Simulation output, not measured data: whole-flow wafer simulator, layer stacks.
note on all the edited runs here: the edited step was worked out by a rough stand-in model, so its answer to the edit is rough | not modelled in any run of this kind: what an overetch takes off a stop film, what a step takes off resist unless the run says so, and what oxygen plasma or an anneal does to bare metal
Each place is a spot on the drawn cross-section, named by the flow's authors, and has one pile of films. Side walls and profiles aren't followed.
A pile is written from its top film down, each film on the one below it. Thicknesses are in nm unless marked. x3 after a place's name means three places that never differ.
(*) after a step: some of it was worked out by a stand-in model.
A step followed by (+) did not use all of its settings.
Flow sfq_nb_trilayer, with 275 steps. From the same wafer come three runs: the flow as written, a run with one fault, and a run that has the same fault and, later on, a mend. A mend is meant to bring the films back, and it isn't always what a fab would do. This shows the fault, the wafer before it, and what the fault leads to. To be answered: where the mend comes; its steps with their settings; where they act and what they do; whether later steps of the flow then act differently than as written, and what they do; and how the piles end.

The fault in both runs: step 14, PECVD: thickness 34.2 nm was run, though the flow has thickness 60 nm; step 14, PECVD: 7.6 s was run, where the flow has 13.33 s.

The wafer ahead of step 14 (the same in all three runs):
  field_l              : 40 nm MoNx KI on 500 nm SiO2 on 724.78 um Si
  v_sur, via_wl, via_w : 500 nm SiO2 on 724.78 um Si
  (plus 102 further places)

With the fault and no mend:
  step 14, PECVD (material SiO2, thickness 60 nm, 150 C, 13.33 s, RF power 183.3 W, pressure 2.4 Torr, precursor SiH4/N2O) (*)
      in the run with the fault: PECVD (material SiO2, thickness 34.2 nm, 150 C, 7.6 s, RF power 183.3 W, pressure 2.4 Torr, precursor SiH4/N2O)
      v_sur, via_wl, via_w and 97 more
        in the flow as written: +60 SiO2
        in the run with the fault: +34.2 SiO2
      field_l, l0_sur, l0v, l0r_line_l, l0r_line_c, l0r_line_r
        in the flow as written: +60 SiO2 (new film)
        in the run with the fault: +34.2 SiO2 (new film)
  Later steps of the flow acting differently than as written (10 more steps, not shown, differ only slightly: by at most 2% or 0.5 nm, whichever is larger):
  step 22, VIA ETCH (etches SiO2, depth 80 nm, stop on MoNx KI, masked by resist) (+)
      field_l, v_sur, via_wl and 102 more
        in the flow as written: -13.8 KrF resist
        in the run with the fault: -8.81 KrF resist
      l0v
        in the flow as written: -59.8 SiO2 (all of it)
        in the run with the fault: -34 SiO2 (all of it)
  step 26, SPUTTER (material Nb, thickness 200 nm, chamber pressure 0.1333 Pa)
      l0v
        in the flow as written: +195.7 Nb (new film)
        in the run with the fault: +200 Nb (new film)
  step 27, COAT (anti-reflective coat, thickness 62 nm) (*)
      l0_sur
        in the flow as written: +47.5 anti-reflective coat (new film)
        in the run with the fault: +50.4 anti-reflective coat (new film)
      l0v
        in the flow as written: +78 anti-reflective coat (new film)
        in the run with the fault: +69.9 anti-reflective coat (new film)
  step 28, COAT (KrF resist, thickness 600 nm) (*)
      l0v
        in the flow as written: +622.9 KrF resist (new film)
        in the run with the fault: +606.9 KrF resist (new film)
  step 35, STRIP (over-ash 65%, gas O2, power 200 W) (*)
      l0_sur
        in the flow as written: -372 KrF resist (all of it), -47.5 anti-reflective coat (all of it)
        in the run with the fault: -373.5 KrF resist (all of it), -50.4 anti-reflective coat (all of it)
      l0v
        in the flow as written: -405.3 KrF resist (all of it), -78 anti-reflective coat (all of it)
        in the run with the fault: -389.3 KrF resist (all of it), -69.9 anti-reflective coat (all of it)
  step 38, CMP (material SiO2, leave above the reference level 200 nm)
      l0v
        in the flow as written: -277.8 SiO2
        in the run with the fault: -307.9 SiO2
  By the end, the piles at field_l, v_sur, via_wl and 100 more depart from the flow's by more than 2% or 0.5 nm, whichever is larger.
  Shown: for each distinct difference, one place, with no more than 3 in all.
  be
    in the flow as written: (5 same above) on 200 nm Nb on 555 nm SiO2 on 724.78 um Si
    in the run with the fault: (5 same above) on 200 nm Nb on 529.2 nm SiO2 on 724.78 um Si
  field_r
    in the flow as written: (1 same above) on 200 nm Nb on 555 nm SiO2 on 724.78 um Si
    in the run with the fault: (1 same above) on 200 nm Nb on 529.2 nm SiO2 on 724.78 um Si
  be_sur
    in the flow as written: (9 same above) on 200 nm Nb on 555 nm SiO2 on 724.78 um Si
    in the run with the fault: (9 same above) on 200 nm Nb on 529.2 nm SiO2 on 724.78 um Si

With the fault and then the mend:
  The mend follows step 20.
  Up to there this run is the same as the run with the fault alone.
  step 20a, STRIP (over-ash 65%, gas O2, power 200 W) (*)
      p4_fl x3, p4_w1 x9, p4_g1 x2 and 59 more
        -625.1 KrF resist (all of it), -62 anti-reflective coat (all of it)
      jj_sur, ce_l, c5j, ce_r, sp_r, be_r, r_sur
        -632 KrF resist (all of it), -63.7 anti-reflective coat (all of it)
      l0r_line_l, l0r_line_c, l0r_line_r
        -621 KrF resist (all of it), -58.9 anti-reflective coat (all of it)
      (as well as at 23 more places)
  step 20b, PECVD (material SiO2, thickness 25.8 nm, 150 C, 5.733 s, RF power 183.3 W, pressure 2.4 Torr, precursor SiH4/N2O) (the flow's step 14, run once more with other settings)
      field_l, v_sur, via_wl and 103 more
        +25.8 SiO2
  step 20c, COAT (anti-reflective coat, thickness 62 nm) (*) (the flow's step 15, run once more)
      p4_fl x3, p4_w1 x9, p4_g1 x2 and 59 more
        +62 anti-reflective coat (new film)
      be_sur, gap, jj_sur and 8 more
        +63.7 anti-reflective coat (new film)
      wire, be, moat, field_r, lsp_l
        +63.8 anti-reflective coat (new film)
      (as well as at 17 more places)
  step 20d, COAT (KrF resist, thickness 650 nm) (*) (the flow's step 16, run once more)
      p4_fl x3, p4_w1 x9, p4_g1 x2 and 59 more
        +650 KrF resist (new film)
      jj_sur, ce_l, c5j, ce_r, sp_r, be_r, r_sur
        +656.9 KrF resist (new film)
      v_sur, via_wr
        +659.5 KrF resist (new film)
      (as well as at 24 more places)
  step 20e, SOFTBAKE (KrF resist) (the flow's step 17, run once more)
      alters no film at any place that is followed
  step 20f, EXPOSE (photomask L0V, dose 12.41 mJ/cm2, NA 0.6, wavelength 248 nm) (*) (the flow's step 18, run once more)
      alters no film at any place that is followed
  step 20g, PEB (KrF resist, 90 s) (the flow's step 19, run once more)
      p4_fl x3, p4_w1 x9, p4_g1 x2 and 59 more
        -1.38 KrF resist
      via_v, wire, be and 15 more
        -1.39 KrF resist
      v_sur, via_w, via_wr, via_sp, lsp_m, ln_m6, lsp_r
        -1.4 KrF resist
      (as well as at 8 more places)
  step 20h, DEVELOP (KrF resist, thickness 650 nm, 60 s) (the flow's step 20, run once more)
      field_l, v_sur, via_wl and 102 more
        -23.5 KrF resist
      l0v
        -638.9 KrF resist (all of it)
  None of the later steps of the flow differs from how it acts as written, at any place that is followed, by more than 2% or 0.5 nm, whichever is larger.
  By the end, the piles equal the flow's at every place that both follow.
